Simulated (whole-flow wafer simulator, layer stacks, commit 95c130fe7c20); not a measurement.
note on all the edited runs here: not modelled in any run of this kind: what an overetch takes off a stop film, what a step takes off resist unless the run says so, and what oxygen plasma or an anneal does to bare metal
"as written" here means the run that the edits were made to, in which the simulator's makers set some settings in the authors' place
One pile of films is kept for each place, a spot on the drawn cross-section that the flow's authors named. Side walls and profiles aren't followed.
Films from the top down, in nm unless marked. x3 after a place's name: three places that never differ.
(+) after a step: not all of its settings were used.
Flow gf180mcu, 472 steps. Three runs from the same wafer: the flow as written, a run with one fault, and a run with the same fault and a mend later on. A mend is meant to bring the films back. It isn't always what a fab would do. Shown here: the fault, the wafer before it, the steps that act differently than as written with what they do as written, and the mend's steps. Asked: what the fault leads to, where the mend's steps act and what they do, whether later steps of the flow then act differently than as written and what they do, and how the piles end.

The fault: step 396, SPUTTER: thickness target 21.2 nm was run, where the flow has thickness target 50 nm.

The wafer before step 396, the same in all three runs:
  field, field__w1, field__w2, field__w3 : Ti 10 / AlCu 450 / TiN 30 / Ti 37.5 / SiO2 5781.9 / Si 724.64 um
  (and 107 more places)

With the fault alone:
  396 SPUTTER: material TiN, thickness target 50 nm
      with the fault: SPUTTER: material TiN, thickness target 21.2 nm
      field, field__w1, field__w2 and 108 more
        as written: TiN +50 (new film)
        with the fault: TiN +21.2 (new film)
  Later steps of the flow that act differently than as written (1 more step differs only slightly, by at most 2% or 0.5 nm, whichever is larger, and isn't shown):
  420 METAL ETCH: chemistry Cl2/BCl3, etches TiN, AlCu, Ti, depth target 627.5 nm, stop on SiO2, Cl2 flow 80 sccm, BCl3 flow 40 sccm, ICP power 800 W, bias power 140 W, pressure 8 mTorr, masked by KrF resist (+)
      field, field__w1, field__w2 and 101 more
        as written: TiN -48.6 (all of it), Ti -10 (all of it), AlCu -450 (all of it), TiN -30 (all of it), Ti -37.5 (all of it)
        with the fault: TiN -19.8 (all of it), Ti -10 (all of it), AlCu -450 (all of it), TiN -30 (all of it), Ti -37.5 (all of it)
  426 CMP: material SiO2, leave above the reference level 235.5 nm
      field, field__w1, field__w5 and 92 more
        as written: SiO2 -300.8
        with the fault: SiO2 -329.6
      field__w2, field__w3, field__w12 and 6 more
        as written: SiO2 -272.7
        with the fault: SiO2 -302.8
  At the end the piles differ from the flow's by more than 2% or 0.5 nm, whichever is larger, at field__w4, field__w8, contact, m1, m1__w1, mim, mim_1p0, m1_nw.
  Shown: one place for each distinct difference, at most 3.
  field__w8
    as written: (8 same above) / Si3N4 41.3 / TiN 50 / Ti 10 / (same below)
    with the fault: (8 same above) / Si3N4 41.3 / TiN 21.2 / Ti 10 / (same below)
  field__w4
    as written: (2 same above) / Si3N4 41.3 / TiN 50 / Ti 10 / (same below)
    with the fault: (2 same above) / Si3N4 41.3 / TiN 21.2 / Ti 10 / (same below)
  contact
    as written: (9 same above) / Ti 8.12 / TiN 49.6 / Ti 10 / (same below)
    with the fault: (9 same above) / Ti 8.12 / TiN 20.8 / Ti 10 / (same below)

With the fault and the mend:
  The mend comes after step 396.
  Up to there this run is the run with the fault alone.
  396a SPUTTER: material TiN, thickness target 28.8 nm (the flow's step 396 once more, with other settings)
      field, field__w1, field__w2 and 108 more
        TiN +28.8
  No later step of the flow acts differently than as written at any place that is followed.
  At the end the piles are the same as the flow's at every place that both follow.
